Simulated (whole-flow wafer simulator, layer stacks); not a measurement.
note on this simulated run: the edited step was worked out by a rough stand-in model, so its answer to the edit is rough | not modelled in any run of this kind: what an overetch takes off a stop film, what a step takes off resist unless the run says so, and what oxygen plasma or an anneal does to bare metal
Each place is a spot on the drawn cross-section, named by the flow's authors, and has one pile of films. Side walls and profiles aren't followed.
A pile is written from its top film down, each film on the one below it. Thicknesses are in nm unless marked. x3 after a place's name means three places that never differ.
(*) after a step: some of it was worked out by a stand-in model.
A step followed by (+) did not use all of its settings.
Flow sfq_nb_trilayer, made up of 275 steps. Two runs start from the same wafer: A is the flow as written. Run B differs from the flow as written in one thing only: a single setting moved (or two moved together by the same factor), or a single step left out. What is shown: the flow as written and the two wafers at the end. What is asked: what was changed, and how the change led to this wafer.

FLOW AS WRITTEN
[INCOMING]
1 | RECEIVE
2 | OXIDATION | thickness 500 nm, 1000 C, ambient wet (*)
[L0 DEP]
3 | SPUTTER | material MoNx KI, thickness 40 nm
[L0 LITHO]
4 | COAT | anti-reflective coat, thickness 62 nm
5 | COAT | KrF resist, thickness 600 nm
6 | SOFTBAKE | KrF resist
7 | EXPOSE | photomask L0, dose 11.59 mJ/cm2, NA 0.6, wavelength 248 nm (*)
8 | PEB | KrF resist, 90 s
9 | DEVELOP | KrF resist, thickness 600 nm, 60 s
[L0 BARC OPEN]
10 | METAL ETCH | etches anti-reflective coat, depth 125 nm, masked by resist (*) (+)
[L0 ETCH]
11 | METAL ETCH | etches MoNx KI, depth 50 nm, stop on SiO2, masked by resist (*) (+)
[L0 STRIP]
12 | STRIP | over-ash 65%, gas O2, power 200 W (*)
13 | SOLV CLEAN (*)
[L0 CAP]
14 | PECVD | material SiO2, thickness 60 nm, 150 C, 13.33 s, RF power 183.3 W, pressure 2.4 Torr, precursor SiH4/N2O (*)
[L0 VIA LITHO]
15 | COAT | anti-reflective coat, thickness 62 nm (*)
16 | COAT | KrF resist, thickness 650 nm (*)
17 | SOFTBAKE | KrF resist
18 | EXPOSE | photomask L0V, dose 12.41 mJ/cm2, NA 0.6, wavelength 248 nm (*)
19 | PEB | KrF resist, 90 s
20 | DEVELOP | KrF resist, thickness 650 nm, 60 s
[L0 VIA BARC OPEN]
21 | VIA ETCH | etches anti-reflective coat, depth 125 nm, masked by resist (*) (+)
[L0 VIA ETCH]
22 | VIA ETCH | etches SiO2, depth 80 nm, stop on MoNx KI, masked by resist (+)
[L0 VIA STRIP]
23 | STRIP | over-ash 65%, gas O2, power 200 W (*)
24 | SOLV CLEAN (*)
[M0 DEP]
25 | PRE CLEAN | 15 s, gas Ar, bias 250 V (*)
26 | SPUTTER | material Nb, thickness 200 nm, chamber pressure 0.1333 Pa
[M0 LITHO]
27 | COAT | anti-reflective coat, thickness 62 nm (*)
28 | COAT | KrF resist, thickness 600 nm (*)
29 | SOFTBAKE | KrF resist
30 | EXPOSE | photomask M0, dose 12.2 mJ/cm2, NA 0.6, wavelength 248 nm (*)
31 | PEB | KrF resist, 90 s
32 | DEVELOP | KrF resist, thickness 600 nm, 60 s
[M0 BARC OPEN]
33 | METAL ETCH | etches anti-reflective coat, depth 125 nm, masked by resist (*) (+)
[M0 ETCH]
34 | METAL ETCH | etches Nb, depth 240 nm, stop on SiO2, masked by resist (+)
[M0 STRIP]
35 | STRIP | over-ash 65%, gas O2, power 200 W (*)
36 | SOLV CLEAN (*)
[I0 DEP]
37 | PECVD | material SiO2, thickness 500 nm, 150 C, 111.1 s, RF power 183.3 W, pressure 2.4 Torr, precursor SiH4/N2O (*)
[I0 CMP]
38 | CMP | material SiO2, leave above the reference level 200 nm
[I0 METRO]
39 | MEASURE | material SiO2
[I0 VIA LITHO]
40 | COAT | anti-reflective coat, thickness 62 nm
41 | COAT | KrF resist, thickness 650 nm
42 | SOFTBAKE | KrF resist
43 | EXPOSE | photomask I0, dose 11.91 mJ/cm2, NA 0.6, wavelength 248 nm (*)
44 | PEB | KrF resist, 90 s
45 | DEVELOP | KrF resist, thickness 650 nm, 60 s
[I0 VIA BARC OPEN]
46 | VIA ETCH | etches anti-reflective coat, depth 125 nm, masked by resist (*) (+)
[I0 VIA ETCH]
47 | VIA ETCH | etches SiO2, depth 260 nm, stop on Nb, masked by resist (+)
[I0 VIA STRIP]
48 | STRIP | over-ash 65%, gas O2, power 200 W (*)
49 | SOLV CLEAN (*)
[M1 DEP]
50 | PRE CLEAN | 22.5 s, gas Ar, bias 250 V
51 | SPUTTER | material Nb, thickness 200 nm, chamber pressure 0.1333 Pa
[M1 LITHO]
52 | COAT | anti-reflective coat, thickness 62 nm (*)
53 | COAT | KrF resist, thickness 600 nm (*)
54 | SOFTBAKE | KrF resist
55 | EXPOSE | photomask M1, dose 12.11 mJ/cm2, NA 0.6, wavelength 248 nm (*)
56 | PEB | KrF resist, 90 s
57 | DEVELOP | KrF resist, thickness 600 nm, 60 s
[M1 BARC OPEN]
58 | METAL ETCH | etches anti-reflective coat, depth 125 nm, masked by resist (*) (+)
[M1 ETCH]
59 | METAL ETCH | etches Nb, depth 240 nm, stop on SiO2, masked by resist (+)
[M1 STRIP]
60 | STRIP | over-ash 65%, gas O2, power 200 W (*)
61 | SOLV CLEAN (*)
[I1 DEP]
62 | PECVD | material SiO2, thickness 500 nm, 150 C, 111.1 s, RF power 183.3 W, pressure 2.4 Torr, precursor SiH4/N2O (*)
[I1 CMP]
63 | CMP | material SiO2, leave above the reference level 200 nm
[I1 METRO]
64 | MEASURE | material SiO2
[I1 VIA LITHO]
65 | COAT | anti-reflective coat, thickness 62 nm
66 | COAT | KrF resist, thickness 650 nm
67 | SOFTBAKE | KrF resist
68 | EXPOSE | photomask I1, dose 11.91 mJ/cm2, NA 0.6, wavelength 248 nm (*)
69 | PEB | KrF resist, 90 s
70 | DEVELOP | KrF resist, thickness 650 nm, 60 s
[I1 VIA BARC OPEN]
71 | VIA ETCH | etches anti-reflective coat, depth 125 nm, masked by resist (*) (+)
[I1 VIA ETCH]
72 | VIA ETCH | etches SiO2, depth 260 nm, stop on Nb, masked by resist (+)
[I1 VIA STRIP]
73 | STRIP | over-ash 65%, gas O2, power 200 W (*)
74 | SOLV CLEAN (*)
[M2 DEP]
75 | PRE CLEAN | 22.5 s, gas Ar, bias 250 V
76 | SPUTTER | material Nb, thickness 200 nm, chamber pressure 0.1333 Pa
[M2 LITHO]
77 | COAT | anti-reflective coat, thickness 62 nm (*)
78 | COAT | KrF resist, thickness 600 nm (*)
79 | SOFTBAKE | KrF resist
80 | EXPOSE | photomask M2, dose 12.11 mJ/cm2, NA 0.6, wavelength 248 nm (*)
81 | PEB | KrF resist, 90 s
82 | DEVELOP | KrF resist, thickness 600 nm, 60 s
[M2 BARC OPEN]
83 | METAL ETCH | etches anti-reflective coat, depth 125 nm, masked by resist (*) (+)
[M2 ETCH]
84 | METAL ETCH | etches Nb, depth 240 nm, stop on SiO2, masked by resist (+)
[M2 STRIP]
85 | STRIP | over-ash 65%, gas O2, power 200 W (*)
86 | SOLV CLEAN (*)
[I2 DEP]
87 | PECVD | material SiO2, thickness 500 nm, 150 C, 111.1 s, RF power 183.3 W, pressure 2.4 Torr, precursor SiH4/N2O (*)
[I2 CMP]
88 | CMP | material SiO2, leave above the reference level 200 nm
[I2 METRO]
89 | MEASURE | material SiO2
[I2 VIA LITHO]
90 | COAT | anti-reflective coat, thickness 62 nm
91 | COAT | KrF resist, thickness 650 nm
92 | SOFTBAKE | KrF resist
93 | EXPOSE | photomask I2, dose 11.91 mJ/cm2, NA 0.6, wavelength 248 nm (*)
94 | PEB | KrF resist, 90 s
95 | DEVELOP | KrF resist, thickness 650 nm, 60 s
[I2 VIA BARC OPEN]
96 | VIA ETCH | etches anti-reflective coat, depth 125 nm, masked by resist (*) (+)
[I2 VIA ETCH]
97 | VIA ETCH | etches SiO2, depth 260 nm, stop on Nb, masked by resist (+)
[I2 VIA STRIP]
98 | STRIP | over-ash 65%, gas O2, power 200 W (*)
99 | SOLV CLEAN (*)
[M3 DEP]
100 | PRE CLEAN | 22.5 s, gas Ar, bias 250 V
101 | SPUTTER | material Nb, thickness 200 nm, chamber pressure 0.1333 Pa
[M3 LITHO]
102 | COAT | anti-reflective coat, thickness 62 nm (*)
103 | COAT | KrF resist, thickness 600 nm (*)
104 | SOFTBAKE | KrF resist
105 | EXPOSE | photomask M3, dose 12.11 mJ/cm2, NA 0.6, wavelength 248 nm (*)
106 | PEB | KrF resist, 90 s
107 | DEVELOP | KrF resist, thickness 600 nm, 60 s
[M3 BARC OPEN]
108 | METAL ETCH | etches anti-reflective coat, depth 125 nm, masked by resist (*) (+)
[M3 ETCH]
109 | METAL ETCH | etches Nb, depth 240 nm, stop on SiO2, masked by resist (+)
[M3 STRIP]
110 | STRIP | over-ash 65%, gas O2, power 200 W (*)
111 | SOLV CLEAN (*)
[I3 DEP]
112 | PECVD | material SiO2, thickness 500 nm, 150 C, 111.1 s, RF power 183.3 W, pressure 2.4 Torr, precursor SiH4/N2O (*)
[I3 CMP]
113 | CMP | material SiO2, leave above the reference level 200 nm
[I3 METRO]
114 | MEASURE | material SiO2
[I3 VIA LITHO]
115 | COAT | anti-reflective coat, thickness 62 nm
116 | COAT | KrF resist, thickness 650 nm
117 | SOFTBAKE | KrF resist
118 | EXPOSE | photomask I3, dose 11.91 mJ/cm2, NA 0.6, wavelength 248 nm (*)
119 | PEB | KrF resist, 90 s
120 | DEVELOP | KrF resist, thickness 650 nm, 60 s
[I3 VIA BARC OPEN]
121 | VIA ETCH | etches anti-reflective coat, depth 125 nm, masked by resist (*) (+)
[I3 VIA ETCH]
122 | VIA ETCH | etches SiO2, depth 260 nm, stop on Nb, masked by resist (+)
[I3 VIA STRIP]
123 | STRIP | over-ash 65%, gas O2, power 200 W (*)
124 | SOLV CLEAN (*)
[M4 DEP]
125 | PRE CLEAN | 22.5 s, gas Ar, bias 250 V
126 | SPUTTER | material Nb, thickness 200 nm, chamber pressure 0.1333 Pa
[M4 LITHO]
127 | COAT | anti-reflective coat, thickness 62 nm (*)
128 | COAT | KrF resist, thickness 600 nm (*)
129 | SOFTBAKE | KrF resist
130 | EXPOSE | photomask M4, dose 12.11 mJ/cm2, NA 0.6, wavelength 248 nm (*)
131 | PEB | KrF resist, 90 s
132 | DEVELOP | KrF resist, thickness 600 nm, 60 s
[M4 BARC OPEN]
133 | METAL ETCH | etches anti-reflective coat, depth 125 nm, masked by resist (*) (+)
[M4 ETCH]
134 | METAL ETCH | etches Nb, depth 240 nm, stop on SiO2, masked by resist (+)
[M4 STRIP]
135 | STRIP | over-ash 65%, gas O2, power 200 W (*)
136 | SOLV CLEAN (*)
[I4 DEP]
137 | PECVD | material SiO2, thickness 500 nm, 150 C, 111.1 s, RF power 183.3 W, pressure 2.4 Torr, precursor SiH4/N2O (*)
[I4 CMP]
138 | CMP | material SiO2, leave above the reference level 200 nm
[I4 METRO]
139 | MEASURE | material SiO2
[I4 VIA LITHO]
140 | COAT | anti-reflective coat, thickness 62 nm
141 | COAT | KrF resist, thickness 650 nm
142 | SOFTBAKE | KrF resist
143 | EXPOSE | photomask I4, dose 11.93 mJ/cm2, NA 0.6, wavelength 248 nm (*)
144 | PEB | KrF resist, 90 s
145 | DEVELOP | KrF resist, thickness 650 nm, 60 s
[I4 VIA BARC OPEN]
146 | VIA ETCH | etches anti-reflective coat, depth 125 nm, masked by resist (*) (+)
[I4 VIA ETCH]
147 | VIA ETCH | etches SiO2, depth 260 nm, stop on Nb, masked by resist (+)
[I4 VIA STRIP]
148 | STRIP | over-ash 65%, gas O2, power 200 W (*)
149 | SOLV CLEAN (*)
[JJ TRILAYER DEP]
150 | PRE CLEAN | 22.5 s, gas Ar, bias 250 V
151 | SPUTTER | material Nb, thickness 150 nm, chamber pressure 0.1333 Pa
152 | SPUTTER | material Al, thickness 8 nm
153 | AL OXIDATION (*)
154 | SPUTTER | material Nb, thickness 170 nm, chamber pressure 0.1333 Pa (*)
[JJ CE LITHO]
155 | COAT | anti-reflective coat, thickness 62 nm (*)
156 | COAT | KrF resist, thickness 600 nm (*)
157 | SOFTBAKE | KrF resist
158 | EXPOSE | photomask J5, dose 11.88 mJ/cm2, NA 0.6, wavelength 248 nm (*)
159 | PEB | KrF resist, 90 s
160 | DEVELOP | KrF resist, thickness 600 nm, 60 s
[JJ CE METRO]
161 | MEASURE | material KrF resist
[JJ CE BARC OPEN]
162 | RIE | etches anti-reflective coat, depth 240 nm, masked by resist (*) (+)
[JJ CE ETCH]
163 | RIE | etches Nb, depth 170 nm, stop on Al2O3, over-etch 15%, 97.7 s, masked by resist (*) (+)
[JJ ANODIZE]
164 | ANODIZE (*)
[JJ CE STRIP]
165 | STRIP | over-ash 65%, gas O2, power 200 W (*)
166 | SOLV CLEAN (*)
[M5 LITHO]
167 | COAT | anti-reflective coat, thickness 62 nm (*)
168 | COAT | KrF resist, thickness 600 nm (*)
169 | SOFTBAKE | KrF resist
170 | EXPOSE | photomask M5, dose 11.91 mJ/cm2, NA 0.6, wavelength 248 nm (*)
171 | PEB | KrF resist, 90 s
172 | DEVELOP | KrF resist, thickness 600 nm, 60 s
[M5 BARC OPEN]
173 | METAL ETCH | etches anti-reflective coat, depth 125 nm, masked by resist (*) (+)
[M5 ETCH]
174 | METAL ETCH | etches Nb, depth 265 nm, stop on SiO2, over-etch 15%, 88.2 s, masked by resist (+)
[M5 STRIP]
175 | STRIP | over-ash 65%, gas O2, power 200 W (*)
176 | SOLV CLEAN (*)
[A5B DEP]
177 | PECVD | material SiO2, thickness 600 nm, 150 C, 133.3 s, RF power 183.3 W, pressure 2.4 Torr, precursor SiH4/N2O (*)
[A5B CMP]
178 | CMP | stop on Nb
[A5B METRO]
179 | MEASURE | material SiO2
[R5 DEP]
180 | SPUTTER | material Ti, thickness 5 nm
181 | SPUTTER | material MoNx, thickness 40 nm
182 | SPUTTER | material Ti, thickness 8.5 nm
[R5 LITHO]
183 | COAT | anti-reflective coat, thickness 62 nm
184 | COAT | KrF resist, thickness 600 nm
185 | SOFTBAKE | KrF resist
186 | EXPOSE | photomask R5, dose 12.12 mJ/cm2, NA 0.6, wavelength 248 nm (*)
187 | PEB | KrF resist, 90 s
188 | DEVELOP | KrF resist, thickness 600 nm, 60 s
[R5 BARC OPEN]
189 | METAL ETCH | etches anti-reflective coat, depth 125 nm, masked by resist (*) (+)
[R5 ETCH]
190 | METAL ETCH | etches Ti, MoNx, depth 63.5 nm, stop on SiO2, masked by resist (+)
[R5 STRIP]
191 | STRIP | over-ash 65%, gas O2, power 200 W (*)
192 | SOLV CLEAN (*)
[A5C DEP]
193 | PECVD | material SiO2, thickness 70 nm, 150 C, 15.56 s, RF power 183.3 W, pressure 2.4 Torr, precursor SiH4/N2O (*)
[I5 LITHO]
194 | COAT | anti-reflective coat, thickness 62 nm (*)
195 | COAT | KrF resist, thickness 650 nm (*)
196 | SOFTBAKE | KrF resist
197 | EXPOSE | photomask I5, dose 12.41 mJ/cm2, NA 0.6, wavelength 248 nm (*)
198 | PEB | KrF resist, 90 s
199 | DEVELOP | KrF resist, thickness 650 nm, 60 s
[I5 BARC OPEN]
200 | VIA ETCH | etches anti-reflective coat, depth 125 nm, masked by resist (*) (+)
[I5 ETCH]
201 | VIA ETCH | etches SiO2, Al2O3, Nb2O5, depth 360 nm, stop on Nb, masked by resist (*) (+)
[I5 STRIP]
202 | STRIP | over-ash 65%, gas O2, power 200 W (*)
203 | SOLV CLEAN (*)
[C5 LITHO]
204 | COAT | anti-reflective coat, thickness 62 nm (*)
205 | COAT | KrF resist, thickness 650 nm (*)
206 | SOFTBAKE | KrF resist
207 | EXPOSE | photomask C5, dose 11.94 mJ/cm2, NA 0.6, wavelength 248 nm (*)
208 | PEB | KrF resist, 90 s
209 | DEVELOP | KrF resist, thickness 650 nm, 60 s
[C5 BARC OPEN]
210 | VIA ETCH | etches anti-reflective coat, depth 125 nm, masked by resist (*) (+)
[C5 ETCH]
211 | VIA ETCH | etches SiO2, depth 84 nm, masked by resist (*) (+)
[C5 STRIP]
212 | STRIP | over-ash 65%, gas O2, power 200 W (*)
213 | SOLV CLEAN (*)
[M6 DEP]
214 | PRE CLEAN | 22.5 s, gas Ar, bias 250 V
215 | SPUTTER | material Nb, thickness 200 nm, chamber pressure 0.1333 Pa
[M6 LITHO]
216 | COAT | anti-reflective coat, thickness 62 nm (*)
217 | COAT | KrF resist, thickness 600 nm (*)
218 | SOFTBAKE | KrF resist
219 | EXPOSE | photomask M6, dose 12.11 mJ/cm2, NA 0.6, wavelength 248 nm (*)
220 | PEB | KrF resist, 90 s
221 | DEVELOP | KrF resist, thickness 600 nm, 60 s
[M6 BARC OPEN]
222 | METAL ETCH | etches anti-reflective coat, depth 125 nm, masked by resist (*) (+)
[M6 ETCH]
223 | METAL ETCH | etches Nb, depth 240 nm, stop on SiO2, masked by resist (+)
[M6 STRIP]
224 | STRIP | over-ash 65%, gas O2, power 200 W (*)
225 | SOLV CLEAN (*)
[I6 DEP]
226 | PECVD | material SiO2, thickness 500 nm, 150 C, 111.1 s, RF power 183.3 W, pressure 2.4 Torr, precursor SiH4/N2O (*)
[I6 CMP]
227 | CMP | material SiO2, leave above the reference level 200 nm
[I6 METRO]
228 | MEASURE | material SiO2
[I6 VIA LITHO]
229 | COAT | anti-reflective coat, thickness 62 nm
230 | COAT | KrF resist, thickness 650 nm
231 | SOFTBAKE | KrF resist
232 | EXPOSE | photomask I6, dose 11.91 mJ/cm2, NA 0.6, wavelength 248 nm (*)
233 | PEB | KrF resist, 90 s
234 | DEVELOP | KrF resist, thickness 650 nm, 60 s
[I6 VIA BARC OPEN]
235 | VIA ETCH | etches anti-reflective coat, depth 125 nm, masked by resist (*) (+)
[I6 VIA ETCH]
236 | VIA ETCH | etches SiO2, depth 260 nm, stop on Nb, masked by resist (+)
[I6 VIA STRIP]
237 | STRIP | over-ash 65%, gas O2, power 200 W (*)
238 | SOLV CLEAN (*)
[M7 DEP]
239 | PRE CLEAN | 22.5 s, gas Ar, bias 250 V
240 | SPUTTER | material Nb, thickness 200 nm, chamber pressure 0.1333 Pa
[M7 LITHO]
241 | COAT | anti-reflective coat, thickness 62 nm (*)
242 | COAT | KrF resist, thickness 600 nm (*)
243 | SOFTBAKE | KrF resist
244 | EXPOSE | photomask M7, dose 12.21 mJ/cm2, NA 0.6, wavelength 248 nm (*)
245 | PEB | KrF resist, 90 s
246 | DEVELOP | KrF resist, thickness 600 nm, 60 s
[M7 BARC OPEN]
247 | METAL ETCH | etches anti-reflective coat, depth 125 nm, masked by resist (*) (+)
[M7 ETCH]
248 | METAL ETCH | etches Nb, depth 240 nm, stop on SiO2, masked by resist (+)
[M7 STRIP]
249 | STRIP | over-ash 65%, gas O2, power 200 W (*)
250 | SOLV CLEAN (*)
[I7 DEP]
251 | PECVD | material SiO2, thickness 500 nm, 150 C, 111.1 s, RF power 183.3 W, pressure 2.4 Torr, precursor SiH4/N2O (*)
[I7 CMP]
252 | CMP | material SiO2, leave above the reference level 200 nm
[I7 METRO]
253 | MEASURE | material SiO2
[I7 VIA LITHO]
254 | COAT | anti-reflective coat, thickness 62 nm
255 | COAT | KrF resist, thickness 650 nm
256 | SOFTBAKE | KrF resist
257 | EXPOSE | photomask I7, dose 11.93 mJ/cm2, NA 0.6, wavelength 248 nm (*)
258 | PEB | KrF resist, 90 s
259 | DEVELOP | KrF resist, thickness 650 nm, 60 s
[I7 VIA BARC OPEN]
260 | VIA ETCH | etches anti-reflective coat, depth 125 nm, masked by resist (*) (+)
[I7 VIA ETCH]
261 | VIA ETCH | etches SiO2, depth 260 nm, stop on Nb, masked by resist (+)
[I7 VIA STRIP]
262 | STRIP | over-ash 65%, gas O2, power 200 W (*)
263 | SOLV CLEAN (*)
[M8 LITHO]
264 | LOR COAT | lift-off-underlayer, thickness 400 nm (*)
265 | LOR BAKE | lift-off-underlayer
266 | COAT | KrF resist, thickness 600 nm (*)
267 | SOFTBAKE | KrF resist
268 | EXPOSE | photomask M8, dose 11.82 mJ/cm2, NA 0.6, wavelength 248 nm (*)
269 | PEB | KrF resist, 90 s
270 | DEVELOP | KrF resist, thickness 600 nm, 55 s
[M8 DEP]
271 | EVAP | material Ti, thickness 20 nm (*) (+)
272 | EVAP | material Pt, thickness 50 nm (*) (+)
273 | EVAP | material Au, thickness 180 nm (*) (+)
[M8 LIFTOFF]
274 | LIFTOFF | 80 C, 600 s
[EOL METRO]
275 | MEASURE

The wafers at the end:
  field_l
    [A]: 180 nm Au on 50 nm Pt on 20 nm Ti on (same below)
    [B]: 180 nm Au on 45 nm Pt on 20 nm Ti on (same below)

Cause: step 272, EVAP: thickness 45 nm was run, though the flow has thickness 50 nm.
The wafer lets one read it off: field_l has Pt 45, and step 272 as written asks for 50 nm.

Step by step, how the change led to this:
  272 | EVAP | material Pt, thickness 50 nm (*) (+)
      field_l, v_sur, via_wl and 103 more: A Pt gains 50 (new film) | B Pt gains 45 (new film)
  274 | LIFTOFF | 80 C, 600 s
      p4_fl x3, p4_w1 x9, p4_g1 x2 and 60 more: A Au loses 180 (all of it), Pt loses 50 (all of it), Ti loses 20 (all of it), KrF resist loses 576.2 (all of it), lift-off-underlayer loses 400 (all of it) | B Au loses 180 (all of it), Pt loses 45 (all of it), Ti loses 20 (all of it), KrF resist loses 576.2 (all of it), lift-off-underlayer loses 400 (all of it)
      c5j, ce_r: A Au loses 180 (all of it), Pt loses 50 (all of it), Ti loses 20 (all of it), KrF resist loses 573.3 (all of it), lift-off-underlayer loses 399.3 (all of it) | B Au loses 180 (all of it), Pt loses 45 (all of it), Ti loses 20 (all of it), KrF resist loses 573.3 (all of it), lift-off-underlayer loses 399.3 (all of it)
      (as well as at 19 more places)
